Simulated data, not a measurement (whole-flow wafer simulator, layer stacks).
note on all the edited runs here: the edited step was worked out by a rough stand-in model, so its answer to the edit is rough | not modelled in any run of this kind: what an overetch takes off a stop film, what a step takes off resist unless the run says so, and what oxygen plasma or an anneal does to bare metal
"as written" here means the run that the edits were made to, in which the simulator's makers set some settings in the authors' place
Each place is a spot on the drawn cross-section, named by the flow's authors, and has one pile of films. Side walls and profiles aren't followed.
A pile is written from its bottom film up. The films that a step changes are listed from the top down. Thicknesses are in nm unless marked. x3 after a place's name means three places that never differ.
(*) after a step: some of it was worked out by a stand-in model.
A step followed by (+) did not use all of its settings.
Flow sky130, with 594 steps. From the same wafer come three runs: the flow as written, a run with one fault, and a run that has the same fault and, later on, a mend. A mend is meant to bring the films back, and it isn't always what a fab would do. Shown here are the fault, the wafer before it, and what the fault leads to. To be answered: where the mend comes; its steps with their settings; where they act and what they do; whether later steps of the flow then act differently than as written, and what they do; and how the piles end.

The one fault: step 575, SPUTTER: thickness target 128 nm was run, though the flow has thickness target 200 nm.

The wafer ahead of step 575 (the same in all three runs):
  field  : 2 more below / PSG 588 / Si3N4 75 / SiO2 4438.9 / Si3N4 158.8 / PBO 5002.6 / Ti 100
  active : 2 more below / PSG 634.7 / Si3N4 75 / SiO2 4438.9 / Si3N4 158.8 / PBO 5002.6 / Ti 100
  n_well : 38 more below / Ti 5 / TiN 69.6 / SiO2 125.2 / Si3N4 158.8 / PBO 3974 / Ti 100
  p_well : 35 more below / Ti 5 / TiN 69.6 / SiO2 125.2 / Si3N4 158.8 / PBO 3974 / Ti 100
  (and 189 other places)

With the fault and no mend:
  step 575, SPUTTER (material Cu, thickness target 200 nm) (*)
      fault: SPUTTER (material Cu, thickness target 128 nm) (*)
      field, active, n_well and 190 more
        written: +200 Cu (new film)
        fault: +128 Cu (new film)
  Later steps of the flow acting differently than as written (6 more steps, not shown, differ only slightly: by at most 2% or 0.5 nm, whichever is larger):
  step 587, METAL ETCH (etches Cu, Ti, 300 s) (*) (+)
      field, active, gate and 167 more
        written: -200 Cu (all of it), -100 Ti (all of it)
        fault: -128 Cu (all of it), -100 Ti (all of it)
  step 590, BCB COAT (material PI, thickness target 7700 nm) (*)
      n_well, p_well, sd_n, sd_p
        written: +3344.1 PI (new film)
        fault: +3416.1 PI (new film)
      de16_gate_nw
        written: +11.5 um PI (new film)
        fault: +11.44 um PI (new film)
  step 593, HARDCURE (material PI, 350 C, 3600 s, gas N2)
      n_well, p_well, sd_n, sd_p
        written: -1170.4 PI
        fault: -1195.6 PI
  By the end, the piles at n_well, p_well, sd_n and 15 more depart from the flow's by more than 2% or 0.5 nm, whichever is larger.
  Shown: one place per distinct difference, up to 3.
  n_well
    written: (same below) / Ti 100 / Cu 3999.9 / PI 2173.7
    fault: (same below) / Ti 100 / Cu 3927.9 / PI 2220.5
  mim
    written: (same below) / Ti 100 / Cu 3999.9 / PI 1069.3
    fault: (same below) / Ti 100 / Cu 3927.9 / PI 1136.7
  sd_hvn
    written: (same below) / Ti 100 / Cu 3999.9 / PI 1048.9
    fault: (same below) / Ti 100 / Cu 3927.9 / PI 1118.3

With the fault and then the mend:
  After step 575 comes the mend.
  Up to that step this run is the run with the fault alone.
  step 575a, SPUTTER (material Cu, thickness target 72 nm) (*) (a further turn of the flow's step 575, with different settings)
      field, active, n_well and 190 more
        +72 Cu
  Later steps of the flow that are run all act as written at every place that is followed.
  By the end, the piles equal the flow's at every place that both follow.
